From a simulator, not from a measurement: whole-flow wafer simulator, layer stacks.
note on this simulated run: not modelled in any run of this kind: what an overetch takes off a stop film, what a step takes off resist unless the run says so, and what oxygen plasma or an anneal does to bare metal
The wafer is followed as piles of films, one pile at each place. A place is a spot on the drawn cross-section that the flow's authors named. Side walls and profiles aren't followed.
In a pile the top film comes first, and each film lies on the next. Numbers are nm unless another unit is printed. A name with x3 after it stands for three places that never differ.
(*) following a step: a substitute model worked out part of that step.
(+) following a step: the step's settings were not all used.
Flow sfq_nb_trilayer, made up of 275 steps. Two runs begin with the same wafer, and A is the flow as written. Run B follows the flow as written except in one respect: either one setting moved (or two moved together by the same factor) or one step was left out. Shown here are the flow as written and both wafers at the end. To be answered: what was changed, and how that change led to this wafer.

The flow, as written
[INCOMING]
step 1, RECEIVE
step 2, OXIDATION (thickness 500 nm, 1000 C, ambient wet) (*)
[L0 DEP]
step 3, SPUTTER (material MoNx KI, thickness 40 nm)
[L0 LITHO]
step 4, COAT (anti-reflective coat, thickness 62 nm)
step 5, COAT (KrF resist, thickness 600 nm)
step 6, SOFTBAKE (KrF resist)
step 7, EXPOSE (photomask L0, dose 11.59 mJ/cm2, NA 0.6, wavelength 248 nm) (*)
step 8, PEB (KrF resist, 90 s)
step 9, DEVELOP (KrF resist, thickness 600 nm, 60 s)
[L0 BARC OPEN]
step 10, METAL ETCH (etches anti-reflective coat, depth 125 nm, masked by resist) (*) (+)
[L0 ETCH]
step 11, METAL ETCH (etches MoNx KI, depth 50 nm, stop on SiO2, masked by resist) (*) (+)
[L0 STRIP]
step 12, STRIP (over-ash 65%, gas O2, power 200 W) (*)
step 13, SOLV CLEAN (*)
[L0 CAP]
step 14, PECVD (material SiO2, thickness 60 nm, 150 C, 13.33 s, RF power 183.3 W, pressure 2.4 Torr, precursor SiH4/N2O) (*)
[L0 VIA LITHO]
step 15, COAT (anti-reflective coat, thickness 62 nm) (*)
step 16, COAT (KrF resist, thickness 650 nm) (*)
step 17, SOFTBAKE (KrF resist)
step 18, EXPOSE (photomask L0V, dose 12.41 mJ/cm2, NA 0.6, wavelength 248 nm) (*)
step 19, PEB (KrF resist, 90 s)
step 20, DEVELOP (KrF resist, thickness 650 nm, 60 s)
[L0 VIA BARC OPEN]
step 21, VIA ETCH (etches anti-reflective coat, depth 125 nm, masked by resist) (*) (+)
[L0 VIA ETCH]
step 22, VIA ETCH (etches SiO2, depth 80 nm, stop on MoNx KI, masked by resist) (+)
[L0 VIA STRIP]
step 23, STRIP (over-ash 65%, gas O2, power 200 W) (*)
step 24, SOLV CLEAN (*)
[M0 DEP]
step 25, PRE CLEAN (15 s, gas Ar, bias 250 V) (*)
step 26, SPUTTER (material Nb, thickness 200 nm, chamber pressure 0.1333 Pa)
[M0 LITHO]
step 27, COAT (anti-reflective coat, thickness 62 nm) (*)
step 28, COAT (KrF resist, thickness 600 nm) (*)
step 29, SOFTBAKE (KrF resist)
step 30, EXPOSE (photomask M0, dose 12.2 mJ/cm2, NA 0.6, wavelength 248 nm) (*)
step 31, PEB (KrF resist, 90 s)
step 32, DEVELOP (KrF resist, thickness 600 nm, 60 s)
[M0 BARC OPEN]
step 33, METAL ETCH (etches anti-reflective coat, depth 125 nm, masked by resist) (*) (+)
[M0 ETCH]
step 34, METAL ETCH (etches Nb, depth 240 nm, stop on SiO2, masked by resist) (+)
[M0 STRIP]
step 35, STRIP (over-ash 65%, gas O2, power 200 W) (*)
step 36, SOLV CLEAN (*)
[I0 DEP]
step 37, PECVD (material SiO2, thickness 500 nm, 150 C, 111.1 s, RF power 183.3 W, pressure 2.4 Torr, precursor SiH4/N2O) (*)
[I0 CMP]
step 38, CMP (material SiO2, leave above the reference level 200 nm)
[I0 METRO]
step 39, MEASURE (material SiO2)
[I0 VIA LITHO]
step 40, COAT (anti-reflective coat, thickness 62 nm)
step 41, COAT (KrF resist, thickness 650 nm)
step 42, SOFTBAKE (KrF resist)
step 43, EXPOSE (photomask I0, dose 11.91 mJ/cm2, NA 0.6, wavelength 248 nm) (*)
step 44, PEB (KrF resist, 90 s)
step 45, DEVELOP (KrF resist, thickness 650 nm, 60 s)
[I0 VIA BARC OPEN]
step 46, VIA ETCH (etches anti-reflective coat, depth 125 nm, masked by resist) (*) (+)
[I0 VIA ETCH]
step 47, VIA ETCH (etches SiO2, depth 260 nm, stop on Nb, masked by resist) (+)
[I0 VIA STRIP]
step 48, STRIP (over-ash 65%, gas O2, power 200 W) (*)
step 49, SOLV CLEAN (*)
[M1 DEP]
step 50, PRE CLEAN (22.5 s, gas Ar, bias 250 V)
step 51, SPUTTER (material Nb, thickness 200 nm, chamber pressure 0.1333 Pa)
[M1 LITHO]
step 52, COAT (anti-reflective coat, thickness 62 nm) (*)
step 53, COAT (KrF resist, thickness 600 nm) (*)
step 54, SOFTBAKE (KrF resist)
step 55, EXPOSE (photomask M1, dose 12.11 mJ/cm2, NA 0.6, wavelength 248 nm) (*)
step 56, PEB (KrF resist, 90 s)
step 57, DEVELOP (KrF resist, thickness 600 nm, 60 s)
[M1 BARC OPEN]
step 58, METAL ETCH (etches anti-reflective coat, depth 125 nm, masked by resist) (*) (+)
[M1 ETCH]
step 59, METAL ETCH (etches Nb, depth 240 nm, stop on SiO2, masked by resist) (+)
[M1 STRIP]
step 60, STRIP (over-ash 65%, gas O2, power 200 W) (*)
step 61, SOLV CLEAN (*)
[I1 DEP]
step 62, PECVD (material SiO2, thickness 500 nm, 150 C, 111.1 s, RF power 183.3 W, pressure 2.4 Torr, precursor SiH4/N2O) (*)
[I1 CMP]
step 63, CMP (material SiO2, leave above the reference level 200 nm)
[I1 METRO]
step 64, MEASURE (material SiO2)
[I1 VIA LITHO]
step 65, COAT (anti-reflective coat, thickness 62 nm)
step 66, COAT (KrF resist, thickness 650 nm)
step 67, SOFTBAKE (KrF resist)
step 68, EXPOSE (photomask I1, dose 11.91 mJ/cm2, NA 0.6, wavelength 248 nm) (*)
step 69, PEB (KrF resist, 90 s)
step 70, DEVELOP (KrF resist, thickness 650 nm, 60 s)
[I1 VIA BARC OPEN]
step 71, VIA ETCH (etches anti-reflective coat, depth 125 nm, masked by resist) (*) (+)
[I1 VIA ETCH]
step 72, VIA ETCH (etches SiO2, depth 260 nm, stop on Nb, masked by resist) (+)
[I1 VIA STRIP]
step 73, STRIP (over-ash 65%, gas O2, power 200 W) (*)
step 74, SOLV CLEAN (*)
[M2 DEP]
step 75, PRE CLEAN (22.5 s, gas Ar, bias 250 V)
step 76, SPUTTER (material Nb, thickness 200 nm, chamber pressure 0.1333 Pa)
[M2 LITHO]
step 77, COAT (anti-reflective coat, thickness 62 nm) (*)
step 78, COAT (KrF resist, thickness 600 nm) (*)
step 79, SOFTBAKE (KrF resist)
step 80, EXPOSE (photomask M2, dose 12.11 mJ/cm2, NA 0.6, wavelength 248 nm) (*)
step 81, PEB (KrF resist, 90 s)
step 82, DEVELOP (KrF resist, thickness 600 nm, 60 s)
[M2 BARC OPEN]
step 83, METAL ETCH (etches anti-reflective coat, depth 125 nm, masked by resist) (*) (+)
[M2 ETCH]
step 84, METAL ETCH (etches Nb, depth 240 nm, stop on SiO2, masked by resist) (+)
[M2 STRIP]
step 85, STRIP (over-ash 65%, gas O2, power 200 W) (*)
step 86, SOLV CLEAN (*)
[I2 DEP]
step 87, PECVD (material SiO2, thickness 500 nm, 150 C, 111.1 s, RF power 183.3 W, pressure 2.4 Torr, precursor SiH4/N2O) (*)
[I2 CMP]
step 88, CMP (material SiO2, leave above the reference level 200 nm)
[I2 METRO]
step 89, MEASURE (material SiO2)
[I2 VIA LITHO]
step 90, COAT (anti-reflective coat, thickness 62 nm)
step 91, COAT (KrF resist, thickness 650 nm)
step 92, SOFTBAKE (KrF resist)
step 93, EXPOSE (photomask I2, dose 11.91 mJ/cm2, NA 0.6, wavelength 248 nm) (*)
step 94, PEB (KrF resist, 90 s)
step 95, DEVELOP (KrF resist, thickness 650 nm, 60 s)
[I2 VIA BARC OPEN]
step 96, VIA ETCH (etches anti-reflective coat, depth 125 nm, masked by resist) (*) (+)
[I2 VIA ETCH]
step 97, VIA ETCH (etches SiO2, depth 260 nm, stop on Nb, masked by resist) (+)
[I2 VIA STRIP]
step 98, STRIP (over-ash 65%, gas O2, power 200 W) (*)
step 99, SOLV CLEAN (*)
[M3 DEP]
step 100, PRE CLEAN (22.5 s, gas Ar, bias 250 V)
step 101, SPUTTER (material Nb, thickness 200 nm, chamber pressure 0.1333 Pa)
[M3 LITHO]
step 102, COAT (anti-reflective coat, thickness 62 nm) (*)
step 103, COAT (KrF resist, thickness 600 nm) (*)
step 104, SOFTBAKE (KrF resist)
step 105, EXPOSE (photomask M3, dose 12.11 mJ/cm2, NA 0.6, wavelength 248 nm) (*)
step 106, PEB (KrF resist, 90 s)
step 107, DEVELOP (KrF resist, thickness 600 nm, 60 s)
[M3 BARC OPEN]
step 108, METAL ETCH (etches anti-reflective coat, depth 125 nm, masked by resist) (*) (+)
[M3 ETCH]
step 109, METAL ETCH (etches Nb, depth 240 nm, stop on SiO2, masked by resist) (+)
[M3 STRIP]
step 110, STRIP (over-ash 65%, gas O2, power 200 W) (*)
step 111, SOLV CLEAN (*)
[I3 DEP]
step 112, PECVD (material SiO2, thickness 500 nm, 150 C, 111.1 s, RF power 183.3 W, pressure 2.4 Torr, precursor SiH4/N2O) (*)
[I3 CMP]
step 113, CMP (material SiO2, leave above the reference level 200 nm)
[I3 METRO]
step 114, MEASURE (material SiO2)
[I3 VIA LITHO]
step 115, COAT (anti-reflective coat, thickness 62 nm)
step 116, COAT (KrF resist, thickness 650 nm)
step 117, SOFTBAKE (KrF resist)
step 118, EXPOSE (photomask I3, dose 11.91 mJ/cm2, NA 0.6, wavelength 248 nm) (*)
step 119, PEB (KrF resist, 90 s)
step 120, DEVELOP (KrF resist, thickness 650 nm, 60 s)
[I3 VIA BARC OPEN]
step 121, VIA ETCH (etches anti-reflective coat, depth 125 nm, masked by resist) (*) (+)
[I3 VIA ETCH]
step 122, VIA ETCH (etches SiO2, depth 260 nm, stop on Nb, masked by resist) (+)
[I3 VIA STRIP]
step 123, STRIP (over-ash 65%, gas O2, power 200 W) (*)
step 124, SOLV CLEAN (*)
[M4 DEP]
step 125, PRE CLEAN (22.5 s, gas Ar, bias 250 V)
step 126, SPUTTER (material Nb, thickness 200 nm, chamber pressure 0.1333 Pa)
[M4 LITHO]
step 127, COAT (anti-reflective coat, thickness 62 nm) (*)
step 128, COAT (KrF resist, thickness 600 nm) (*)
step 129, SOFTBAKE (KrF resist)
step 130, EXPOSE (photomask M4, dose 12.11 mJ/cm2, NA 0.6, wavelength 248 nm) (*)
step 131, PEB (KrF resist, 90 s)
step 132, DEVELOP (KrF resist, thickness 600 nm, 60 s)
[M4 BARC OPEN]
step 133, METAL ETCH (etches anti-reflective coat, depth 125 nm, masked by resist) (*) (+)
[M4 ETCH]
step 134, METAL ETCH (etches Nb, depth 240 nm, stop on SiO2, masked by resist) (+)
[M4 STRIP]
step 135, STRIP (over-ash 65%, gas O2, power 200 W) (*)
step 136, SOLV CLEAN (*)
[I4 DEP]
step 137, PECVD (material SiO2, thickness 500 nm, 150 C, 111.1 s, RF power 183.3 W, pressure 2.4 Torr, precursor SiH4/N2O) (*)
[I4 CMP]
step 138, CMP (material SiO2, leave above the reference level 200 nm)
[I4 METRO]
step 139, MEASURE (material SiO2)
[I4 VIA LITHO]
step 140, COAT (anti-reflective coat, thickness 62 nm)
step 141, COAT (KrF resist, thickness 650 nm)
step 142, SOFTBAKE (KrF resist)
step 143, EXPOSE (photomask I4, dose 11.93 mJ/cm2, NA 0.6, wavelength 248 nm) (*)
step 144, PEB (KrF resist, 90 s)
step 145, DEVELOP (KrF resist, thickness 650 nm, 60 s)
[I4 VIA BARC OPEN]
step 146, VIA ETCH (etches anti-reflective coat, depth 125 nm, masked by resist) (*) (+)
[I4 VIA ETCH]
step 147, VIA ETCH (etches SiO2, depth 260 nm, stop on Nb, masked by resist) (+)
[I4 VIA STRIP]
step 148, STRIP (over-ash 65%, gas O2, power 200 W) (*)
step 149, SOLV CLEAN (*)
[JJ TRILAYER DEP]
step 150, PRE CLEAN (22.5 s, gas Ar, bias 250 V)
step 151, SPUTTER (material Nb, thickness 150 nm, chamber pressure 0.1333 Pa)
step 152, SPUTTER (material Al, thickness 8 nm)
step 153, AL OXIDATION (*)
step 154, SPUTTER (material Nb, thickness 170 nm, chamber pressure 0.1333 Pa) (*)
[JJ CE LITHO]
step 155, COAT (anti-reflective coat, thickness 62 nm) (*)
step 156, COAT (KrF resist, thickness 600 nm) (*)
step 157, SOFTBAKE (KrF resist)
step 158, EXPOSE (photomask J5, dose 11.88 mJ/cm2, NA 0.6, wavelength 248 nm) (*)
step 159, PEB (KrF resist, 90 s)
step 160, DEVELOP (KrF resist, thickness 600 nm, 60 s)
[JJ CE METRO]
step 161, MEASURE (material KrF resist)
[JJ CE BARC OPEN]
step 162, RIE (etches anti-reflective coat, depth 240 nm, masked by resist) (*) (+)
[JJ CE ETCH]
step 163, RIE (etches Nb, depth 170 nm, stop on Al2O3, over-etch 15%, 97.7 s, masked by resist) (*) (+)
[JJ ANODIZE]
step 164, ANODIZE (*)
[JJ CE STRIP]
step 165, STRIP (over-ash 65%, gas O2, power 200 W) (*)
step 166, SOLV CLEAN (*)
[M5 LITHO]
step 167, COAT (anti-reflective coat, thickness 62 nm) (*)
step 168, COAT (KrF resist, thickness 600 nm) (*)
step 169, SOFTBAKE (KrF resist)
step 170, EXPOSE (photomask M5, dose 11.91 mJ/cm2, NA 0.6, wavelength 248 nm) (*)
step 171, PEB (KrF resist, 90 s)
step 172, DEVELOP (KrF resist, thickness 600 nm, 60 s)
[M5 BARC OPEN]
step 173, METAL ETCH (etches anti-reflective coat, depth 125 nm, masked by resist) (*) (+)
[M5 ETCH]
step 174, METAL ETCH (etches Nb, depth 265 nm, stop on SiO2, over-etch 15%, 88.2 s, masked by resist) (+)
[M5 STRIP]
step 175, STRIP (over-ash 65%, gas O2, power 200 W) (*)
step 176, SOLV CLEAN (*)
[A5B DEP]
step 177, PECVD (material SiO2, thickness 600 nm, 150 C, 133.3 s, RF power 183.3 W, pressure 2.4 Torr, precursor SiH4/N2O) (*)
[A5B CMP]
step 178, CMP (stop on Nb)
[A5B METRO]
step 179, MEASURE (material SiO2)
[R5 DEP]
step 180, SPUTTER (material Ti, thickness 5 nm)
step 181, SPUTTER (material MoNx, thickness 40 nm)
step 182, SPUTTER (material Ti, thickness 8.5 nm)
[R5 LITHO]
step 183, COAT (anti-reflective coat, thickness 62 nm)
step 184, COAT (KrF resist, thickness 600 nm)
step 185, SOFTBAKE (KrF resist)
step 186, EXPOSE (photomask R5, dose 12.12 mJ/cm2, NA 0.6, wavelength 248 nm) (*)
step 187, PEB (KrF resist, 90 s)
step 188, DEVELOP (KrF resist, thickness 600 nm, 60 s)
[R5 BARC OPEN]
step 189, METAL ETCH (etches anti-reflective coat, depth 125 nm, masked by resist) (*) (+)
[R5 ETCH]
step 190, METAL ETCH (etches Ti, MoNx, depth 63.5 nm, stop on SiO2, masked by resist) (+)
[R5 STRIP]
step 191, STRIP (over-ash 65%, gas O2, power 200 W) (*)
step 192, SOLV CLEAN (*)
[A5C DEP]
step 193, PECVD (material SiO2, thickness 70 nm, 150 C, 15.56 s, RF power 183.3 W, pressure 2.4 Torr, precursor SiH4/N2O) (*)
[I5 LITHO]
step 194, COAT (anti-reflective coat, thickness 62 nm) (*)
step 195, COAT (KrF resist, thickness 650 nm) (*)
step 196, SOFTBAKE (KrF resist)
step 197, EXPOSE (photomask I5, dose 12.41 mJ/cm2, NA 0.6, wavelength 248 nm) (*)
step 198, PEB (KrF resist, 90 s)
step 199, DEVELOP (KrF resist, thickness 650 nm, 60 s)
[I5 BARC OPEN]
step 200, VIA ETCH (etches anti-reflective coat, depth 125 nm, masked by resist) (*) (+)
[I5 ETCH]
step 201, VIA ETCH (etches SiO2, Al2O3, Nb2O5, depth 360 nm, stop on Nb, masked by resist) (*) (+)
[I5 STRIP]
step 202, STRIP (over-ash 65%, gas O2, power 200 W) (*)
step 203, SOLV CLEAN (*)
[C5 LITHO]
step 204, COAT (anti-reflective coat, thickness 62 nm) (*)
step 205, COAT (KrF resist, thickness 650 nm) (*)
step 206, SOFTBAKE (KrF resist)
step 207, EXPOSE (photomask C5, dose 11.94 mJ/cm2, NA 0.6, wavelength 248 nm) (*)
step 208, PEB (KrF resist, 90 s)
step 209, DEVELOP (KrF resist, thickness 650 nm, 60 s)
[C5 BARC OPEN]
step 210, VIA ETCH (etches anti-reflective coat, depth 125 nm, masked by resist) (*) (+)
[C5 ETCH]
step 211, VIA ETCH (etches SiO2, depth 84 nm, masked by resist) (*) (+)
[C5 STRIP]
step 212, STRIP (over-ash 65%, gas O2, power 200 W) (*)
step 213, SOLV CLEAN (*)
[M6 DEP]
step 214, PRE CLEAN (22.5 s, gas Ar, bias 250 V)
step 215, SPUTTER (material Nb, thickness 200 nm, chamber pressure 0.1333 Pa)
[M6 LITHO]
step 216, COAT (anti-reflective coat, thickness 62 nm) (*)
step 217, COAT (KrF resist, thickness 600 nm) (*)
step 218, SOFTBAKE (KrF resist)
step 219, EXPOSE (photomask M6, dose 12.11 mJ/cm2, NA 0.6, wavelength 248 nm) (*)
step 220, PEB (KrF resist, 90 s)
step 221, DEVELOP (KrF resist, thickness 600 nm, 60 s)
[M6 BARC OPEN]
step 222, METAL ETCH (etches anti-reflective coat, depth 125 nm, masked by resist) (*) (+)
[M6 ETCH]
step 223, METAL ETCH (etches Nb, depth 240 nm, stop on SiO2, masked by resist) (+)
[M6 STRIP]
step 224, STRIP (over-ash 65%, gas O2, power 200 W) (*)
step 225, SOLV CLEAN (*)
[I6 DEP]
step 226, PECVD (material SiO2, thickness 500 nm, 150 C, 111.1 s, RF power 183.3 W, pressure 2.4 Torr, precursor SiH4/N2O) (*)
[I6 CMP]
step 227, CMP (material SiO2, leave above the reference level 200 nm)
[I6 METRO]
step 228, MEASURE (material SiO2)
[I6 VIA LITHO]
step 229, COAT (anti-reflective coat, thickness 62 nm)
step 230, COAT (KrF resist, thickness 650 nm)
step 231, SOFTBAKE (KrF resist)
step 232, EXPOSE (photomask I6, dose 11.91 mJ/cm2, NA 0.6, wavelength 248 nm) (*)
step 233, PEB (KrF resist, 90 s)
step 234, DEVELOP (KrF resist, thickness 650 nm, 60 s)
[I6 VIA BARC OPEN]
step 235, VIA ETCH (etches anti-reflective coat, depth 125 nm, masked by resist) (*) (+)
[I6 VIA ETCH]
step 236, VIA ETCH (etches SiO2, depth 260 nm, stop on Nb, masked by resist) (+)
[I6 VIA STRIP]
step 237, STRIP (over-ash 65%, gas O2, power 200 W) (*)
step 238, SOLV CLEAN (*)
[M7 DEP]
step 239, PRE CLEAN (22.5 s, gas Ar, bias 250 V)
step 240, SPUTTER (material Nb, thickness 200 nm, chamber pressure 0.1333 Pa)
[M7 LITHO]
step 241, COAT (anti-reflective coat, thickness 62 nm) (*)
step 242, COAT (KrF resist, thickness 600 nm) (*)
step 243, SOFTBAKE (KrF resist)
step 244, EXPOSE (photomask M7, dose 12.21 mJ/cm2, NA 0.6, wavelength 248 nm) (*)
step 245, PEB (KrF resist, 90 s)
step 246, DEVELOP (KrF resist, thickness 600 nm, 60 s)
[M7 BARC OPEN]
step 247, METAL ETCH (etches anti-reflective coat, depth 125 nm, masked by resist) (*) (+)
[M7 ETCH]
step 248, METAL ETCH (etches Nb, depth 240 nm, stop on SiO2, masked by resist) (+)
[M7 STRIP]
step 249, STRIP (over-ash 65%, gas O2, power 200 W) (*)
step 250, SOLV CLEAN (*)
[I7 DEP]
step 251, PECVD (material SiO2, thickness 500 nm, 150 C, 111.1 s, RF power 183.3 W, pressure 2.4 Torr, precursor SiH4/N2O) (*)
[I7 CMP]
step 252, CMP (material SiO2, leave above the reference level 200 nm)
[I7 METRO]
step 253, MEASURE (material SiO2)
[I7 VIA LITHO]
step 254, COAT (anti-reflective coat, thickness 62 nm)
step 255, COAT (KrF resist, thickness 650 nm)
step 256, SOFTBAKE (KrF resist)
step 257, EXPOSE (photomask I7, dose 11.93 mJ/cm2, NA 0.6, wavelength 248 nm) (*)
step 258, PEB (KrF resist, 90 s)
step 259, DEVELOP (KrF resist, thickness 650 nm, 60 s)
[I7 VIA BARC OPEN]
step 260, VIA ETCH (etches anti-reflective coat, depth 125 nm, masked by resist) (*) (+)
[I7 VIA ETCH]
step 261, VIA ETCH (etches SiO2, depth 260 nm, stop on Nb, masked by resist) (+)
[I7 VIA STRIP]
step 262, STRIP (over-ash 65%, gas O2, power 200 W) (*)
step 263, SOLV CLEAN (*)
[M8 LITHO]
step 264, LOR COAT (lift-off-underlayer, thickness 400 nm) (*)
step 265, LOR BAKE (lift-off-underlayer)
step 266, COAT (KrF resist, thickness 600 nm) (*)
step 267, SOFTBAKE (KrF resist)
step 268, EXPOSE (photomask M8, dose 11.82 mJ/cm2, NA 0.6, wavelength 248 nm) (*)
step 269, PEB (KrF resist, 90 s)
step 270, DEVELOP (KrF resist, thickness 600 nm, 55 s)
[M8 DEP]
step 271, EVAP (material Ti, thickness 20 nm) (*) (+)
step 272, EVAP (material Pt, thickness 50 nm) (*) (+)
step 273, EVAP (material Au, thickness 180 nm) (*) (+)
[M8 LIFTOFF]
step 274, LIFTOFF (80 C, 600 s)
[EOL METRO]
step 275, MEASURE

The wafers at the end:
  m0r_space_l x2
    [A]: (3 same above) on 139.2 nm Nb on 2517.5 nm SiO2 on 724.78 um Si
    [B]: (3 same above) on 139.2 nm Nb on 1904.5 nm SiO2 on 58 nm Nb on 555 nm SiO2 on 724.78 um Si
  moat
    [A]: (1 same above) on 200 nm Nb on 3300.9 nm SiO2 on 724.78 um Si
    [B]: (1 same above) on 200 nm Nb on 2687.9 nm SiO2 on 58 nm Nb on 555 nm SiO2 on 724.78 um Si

Cause: step 34, METAL ETCH: depth 142 nm was run, though the flow has depth 240 nm.

How this came from the change, step by step:
  step 34, METAL ETCH (etches Nb, depth 240 nm, stop on SiO2, masked by resist) (+)
      moat, m0r_space_l x2: A -200 Nb (all of it) | B -142 Nb
      field_l, v_sur, via_wl and 100 more: A -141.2 KrF resist | B -83.5 KrF resist
  step 35, STRIP (over-ash 65%, gas O2, power 200 W) (*)
      p4_fl, p4_fm, p4_w1 and 68 more: A -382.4 KrF resist (all of it), -62 anti-reflective coat (all of it) | B -440 KrF resist (all of it), -62 anti-reflective coat (all of it)
      c5j, ce_r, sp_r, be_r, r_sur, res: A -389 KrF resist (all of it), -63.6 anti-reflective coat (all of it) | B -446.7 KrF resist (all of it), -63.6 anti-reflective coat (all of it)
      (and at 26 other places as well)
  step 37, PECVD (material SiO2, thickness 500 nm, 150 C, 111.1 s, RF power 183.3 W, pressure 2.4 Torr, precursor SiH4/N2O) (*)
      moat, m0r_space_l x2: A +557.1 SiO2 | B +500 SiO2 (new film)
Taking metal films that touch as one body, m0r_space_l x2 has 2 bodies (between them, from the top down: SiO2 1904.5); the flow as written gives 1 body.
Taking metal films that touch as one body, moat has 2 bodies (between them, from the top down: SiO2 2687.9); the flow as written gives 1 body.
